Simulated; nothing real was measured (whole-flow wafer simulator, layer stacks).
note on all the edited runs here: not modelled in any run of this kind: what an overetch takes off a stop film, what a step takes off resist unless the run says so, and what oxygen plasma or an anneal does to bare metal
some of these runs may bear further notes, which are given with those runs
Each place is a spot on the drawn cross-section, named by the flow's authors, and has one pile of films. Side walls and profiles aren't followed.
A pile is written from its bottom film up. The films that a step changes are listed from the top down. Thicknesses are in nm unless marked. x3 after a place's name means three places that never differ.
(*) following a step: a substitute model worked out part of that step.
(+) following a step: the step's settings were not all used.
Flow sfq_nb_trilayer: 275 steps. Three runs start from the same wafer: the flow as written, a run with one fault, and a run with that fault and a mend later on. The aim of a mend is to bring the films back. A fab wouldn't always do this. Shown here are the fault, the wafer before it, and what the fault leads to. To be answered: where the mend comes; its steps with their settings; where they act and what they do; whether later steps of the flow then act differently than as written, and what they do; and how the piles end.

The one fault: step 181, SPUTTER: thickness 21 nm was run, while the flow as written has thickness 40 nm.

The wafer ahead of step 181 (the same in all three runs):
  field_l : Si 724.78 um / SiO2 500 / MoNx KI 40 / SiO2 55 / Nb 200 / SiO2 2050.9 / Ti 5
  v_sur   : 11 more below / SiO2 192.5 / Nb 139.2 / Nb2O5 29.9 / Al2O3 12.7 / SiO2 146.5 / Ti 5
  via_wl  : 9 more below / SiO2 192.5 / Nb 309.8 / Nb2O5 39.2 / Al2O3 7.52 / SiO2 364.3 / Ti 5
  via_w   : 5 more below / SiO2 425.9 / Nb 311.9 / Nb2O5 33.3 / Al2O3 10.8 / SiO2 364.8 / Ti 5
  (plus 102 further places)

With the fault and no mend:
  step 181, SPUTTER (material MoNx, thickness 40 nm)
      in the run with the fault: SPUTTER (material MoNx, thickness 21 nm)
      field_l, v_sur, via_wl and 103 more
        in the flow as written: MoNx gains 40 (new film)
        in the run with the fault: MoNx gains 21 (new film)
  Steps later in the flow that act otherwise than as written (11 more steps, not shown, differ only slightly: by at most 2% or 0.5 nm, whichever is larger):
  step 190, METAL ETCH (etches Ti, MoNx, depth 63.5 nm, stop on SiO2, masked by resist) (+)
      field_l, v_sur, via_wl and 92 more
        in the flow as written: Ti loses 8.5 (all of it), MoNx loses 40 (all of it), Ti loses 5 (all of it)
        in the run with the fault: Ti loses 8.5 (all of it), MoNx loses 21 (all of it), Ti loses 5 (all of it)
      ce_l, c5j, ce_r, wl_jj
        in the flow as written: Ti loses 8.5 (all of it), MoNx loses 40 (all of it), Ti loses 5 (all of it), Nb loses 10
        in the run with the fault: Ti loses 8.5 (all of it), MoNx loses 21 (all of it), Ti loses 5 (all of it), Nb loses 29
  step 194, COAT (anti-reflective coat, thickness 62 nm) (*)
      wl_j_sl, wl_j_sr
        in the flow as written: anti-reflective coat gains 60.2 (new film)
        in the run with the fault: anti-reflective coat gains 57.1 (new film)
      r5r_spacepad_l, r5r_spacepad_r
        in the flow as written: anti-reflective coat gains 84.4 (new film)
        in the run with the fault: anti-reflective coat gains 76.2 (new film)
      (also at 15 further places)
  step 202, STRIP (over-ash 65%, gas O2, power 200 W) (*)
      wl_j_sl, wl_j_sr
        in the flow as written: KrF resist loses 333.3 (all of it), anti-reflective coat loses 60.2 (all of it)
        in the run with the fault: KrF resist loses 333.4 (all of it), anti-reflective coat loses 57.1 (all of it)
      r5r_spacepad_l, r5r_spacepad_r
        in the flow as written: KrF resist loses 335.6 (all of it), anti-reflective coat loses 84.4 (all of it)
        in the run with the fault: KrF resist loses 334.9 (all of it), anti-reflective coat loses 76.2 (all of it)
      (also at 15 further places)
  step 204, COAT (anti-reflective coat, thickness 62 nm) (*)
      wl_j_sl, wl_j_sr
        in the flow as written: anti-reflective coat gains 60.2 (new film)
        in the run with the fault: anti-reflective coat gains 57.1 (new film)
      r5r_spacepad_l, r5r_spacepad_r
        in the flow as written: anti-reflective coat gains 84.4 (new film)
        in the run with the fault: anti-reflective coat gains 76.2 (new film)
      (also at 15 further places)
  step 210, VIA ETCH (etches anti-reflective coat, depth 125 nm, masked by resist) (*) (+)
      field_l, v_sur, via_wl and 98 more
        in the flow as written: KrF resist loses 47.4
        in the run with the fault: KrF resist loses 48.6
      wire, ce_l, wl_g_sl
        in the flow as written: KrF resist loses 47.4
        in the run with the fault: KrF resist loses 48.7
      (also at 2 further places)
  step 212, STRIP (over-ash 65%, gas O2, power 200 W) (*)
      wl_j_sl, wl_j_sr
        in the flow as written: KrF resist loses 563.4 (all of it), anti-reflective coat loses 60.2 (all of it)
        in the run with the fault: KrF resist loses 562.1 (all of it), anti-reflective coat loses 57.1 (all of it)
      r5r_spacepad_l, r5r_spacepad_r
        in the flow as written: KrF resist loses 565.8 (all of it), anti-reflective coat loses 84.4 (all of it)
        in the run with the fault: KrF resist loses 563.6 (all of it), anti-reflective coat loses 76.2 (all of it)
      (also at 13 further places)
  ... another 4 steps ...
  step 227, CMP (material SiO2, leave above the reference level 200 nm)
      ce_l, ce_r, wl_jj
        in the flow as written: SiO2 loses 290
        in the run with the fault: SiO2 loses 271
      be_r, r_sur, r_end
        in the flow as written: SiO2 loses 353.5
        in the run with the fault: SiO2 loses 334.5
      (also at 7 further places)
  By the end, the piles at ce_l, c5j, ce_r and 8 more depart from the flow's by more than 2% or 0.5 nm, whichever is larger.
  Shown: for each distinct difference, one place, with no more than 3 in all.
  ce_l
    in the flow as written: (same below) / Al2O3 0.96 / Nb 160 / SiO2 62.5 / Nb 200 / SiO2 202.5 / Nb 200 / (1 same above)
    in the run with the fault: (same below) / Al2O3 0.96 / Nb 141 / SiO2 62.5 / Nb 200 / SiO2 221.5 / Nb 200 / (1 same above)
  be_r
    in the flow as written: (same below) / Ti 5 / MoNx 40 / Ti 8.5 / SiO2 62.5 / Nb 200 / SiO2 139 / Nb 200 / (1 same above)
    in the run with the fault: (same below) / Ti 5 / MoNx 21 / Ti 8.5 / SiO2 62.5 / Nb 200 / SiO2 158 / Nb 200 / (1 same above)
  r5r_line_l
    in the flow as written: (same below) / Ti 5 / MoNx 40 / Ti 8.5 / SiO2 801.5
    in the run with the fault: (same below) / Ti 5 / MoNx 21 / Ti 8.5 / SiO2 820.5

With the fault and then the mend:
  After step 181 comes the mend.
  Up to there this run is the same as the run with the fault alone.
  step 181a, SPUTTER (material MoNx, thickness 19 nm) (the flow's step 181 again, with other settings)
      field_l, v_sur, via_wl and 103 more
        MoNx gains 19
  Later steps of the flow that are run all act as written at every place that is followed.
  At every place that both follow, the piles at the end match the flow's.
